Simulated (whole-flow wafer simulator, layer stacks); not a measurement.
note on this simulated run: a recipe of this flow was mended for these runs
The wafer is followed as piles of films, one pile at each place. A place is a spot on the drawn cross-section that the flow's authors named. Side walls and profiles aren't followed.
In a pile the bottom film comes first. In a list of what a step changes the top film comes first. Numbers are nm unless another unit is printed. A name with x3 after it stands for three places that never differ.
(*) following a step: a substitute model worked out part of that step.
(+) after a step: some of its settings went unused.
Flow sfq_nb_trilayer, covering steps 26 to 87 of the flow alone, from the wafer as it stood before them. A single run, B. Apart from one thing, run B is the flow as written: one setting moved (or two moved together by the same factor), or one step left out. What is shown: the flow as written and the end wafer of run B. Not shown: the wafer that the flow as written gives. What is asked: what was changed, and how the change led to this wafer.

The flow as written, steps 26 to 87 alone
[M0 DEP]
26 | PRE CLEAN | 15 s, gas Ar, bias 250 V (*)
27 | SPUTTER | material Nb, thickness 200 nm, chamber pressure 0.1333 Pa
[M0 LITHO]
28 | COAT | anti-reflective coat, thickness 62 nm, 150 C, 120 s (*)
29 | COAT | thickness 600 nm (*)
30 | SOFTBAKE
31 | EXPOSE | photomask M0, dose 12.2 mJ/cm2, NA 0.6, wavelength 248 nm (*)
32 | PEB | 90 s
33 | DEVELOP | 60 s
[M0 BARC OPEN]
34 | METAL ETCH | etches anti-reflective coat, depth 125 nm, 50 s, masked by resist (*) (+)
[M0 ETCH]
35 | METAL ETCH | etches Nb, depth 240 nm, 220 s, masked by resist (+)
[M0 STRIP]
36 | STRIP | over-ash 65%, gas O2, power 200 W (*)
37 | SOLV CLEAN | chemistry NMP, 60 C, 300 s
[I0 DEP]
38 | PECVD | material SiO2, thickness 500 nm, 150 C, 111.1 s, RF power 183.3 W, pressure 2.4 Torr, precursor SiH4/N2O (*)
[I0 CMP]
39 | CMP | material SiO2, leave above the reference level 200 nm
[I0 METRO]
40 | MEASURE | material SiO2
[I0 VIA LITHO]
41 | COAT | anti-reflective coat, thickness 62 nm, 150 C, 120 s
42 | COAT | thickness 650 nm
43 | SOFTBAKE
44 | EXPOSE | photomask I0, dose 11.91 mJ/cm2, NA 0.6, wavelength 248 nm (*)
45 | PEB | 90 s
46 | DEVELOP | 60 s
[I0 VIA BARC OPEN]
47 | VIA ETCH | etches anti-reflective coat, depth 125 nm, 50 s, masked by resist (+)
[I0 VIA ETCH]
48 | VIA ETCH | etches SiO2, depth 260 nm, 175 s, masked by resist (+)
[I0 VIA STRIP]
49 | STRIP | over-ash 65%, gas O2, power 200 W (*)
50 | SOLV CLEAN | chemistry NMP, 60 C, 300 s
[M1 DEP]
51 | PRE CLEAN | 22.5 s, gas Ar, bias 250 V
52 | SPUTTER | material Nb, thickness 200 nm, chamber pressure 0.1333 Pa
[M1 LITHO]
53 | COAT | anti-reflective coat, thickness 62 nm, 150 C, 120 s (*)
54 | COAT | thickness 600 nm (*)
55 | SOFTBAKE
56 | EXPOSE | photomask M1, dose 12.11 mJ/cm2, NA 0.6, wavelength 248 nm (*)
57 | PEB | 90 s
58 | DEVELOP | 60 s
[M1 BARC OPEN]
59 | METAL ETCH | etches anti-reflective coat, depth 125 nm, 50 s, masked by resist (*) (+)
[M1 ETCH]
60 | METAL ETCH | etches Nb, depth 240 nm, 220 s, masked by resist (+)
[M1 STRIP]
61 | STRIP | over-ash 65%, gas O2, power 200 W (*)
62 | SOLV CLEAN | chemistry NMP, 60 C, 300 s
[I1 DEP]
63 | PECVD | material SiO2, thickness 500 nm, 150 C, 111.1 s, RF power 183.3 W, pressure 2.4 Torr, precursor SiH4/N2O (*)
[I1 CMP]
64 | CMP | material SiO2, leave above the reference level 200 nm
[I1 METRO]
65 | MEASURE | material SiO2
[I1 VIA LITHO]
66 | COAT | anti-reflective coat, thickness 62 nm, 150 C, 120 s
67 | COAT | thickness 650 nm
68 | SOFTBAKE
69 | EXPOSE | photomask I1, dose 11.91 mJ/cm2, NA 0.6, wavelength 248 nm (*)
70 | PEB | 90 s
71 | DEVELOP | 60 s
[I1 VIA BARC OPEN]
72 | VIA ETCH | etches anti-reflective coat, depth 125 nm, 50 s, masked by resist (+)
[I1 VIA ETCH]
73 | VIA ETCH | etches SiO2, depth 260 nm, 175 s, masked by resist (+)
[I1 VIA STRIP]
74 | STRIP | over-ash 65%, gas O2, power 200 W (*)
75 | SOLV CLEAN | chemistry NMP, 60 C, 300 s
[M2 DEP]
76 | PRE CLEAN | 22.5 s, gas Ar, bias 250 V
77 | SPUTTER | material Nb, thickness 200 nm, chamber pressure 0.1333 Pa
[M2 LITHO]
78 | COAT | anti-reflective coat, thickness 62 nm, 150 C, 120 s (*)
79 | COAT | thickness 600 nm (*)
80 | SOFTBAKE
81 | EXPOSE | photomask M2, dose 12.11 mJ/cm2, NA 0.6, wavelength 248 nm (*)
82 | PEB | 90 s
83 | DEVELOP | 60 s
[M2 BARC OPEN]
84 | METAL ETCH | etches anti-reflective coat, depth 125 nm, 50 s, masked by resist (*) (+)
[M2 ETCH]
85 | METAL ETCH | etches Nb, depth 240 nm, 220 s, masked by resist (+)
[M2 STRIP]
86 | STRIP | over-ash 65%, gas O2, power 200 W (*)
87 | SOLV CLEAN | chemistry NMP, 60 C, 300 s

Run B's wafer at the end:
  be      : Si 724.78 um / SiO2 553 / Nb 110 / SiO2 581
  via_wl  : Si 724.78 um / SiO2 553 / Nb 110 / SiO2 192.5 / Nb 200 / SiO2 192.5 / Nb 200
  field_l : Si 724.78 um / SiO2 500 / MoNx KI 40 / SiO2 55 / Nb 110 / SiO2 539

What caused this: step 27, SPUTTER: thickness 110 nm was run, whereas the flow has thickness 200 nm.
The wafer lets one read it off: be has Nb 110, and step 27 as written asks for 200 nm.

How this came from the change, step by step:
  27 | SPUTTER | material Nb, thickness 200 nm, chamber pressure 0.1333 Pa
      field_l, via_wl, via_w and 100 more: +110 Nb (new film) (it would be, as written: +200 Nb (new film))
      v_sur: +106 Nb (new film) (it would be, as written: +200 Nb (new film))
      (and at 2 other places as well)
  28 | COAT | anti-reflective coat, thickness 62 nm, 150 C, 120 s (*)
      v_sur: +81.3 anti-reflective coat (new film) (it would be, as written: +78.2 anti-reflective coat (new film))
      l0_sur: +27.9 anti-reflective coat (new film) (it would be, as written: +29.3 anti-reflective coat (new film))
      (and at 1 other place as well)
  35 | METAL ETCH | etches Nb, depth 240 nm, 220 s, masked by resist (+)
      moat, m0r_space_l x2: -110 Nb (all of it), -13 SiO2 (it would be, as written: -200 Nb (all of it), -4 SiO2)
  36 | STRIP | over-ash 65%, gas O2, power 200 W (*)
      v_sur: -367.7 KrF-resist-other-grade (all of it), -81.3 anti-reflective coat (all of it) (it would be, as written: -367.4 KrF-resist-other-grade (all of it), -78.2 anti-reflective coat (all of it))
      l0_sur: -370.5 KrF-resist-other-grade (all of it), -27.9 anti-reflective coat (all of it) (it would be, as written: -370 KrF-resist-other-grade (all of it), -29.3 anti-reflective coat (all of it))
      (and at 1 other place as well)
  38 | PECVD | material SiO2, thickness 500 nm, 150 C, 111.1 s, RF power 183.3 W, pressure 2.4 Torr, precursor SiH4/N2O (*)
      moat, m0r_space_l x2: +500 SiO2 (it would be, as written: +561.1 SiO2)
  39 | CMP | material SiO2, leave above the reference level 200 nm
      moat, m0r_space_l x2: -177 SiO2 (it would be, as written: -157.1 SiO2)
